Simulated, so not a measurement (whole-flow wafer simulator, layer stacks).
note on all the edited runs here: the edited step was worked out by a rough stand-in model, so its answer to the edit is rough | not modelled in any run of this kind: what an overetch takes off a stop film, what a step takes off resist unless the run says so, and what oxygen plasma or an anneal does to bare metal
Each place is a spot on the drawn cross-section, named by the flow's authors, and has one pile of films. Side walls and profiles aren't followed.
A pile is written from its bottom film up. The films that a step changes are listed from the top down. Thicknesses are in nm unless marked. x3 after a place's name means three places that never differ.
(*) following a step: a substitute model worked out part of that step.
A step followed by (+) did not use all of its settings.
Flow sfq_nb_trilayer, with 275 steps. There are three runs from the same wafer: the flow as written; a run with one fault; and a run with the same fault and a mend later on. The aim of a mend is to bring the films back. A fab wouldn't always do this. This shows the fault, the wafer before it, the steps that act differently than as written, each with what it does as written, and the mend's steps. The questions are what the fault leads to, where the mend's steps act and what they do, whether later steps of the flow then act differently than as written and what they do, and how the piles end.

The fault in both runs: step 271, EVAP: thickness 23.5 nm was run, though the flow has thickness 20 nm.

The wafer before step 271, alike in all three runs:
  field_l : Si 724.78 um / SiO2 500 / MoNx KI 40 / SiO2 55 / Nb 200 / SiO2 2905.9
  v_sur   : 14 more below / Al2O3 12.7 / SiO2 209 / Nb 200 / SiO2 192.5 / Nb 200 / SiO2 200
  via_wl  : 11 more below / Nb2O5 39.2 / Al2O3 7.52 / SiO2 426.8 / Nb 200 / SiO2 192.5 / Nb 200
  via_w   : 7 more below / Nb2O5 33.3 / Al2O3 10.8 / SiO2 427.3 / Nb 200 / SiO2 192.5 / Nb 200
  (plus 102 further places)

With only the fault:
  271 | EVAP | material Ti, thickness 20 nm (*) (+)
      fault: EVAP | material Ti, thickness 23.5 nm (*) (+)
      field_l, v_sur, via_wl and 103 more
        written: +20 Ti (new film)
        fault: +23.5 Ti (new film)
  Steps further on in the flow that do not act as written:
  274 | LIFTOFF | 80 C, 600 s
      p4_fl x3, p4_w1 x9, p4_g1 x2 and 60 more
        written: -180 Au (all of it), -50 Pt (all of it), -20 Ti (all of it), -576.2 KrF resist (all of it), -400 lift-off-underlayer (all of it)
        fault: -180 Au (all of it), -50 Pt (all of it), -23.5 Ti (all of it), -576.2 KrF resist (all of it), -400 lift-off-underlayer (all of it)
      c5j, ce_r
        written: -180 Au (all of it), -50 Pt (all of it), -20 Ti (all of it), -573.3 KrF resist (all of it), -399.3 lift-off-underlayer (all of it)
        fault: -180 Au (all of it), -50 Pt (all of it), -23.5 Ti (all of it), -573.3 KrF resist (all of it), -399.3 lift-off-underlayer (all of it)
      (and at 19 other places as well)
  At field_l, v_sur, via_wl and 8 more, the piles at the end differ from the flow's by more than 2% or 0.5 nm, whichever is larger.
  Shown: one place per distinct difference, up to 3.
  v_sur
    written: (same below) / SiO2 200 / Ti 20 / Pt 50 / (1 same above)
    fault: (same below) / SiO2 200 / Ti 23.5 / Pt 50 / (1 same above)
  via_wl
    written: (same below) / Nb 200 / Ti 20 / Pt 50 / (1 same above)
    fault: (same below) / Nb 200 / Ti 23.5 / Pt 50 / (1 same above)
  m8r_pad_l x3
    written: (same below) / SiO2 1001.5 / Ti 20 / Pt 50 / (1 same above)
    fault: (same below) / SiO2 1001.5 / Ti 23.5 / Pt 50 / (1 same above)

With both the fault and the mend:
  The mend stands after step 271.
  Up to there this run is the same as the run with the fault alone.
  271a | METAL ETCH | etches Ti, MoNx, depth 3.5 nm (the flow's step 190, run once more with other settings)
      field_l, v_sur, via_wl and 103 more
        -3.5 Ti
  None of the later steps of the flow acts differently than as written at any place that is followed.
  By the end, the piles equal the flow's at every place that both follow.
